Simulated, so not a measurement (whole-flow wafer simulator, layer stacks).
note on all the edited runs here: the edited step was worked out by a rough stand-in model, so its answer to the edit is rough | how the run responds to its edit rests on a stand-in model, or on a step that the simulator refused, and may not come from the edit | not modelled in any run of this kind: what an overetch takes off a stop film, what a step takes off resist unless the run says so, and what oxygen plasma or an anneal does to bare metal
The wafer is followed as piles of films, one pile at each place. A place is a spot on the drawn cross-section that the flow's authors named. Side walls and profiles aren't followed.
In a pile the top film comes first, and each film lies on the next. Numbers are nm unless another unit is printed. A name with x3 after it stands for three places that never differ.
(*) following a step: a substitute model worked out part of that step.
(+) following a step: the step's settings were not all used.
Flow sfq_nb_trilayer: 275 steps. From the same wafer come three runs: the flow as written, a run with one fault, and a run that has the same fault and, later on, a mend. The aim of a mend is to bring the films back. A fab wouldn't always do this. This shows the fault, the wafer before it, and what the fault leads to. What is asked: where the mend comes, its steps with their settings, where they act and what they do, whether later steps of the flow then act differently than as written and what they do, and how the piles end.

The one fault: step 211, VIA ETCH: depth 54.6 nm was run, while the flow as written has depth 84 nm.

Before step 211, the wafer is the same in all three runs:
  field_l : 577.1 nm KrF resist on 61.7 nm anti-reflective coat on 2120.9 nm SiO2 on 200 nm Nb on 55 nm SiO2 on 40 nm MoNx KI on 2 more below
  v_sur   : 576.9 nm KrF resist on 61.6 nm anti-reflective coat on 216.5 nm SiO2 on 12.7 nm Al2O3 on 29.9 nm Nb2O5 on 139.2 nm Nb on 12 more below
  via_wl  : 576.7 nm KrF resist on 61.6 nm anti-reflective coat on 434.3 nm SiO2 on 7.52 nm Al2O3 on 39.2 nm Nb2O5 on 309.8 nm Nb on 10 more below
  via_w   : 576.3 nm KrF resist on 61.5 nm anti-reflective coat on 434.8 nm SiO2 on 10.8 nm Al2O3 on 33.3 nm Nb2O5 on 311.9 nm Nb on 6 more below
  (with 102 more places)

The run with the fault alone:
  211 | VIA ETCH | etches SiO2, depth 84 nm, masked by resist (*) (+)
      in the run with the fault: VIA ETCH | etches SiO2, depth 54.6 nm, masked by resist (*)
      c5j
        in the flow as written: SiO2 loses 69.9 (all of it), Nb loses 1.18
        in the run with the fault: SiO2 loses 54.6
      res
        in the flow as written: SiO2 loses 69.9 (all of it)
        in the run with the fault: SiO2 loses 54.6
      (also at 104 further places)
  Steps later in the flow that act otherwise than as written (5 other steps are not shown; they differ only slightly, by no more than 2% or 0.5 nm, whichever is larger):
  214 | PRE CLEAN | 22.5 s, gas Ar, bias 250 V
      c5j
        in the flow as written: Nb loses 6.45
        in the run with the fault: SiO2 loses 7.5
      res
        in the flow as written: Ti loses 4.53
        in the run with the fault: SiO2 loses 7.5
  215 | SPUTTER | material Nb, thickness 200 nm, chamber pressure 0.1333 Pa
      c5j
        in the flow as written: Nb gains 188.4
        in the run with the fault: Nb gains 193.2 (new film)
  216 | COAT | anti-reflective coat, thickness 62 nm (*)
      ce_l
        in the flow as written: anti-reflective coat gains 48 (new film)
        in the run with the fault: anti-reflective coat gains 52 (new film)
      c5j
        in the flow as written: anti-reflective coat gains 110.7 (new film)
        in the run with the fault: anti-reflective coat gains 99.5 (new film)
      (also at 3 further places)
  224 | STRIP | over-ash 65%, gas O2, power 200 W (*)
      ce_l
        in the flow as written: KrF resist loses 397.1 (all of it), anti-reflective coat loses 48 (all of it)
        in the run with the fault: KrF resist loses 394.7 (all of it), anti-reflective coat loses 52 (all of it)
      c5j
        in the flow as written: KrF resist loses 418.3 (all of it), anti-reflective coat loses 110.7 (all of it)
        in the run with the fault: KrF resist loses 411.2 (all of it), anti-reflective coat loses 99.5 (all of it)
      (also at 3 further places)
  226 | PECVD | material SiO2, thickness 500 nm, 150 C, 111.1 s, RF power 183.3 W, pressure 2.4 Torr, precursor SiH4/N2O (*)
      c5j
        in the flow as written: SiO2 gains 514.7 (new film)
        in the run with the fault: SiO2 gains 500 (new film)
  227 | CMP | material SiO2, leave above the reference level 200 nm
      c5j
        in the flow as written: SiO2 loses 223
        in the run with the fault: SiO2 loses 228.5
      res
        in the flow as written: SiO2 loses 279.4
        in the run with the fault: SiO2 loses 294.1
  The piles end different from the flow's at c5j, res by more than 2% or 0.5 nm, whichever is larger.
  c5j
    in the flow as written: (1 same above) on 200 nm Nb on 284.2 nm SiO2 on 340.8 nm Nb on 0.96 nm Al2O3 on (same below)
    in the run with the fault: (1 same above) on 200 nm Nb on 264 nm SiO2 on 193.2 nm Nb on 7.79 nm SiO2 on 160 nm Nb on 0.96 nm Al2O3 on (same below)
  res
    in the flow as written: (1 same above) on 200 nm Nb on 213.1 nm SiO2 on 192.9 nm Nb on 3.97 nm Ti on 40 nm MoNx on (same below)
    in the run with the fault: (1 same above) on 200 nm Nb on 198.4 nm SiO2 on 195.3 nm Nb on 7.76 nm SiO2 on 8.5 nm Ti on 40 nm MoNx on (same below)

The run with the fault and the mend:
  The mend stands after step 211.
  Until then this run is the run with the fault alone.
  211a | VIA ETCH | etches SiO2, depth 29.4 nm, masked by resist (*) (+) (the flow's step 211, run once more with other settings)
      field_l, v_sur, via_wl and 101 more
        KrF resist loses 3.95
      c5j
        SiO2 loses 15.3 (all of it), Nb loses 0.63
      res
        SiO2 loses 15.3 (all of it)
  Every later step of the flow that is run acts as written, at every place that is followed, to within 2% or 0.5 nm, whichever is larger.
  The piles end only slightly different from the flow's at the places that both follow, by no more than 2% or 0.5 nm, whichever is larger.
